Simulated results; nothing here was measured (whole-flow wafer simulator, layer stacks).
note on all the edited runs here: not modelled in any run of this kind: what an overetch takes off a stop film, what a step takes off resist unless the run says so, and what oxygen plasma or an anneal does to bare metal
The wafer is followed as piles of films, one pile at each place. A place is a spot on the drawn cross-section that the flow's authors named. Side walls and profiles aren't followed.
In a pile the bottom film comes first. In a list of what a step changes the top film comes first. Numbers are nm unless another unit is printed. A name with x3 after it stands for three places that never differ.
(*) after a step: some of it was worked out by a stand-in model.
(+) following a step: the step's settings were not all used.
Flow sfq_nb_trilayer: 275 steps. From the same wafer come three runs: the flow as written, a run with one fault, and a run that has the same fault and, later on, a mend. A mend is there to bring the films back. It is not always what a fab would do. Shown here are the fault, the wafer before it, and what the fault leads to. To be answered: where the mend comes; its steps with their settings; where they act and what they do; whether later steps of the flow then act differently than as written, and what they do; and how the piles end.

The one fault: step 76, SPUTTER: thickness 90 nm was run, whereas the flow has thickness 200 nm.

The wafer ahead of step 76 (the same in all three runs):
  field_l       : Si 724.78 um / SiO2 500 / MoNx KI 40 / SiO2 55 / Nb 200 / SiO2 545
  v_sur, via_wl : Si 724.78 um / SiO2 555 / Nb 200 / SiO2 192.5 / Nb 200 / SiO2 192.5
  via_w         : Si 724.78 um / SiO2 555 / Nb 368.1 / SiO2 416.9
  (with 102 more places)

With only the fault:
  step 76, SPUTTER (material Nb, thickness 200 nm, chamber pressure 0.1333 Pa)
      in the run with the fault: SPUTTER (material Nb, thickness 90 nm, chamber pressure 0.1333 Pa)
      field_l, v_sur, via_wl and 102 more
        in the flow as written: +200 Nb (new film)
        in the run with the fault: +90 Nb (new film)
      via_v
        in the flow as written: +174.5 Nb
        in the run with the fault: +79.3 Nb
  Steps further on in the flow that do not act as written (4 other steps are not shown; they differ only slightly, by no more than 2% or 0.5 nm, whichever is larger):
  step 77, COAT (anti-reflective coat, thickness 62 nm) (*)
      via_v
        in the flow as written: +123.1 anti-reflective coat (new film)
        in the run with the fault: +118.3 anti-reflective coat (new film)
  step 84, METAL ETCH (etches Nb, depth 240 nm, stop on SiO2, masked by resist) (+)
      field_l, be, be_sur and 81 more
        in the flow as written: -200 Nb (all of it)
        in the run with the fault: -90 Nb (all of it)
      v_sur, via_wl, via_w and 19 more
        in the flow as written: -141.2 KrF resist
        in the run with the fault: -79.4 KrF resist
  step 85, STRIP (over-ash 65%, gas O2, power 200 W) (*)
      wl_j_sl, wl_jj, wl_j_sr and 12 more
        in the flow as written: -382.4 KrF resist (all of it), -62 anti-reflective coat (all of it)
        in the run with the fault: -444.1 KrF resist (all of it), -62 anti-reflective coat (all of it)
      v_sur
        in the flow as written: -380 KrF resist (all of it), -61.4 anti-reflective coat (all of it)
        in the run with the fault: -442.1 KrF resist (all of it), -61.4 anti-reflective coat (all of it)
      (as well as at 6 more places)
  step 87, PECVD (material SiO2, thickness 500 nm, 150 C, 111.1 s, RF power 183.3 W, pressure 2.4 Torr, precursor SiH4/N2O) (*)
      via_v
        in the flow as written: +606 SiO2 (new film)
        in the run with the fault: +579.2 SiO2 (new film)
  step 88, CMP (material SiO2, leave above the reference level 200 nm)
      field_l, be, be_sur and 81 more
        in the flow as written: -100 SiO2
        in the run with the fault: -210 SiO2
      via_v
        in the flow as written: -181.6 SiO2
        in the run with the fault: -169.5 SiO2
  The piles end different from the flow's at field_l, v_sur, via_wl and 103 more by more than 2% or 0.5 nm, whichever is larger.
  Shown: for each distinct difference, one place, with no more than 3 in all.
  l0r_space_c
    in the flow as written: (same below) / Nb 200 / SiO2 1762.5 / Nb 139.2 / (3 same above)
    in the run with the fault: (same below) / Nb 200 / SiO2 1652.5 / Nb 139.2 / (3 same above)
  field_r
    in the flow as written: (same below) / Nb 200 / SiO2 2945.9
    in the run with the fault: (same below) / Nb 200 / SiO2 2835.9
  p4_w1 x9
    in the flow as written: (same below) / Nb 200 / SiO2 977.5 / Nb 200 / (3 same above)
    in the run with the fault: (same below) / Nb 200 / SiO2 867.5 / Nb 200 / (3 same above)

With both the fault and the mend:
  The mend stands after step 76.
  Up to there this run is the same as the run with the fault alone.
  step 76a, SPUTTER (material Nb, thickness 110 nm, chamber pressure 0.1333 Pa) (the flow's step 76 again, with other settings)
      field_l, v_sur, via_wl and 102 more
        +110 Nb
      via_v
        +90.9 Nb
  None of the later steps of the flow differs from how it acts as written, at any place that is followed, by more than 2% or 0.5 nm, whichever is larger.
  The piles end only slightly different from the flow's at the places that both follow, by no more than 2% or 0.5 nm, whichever is larger.
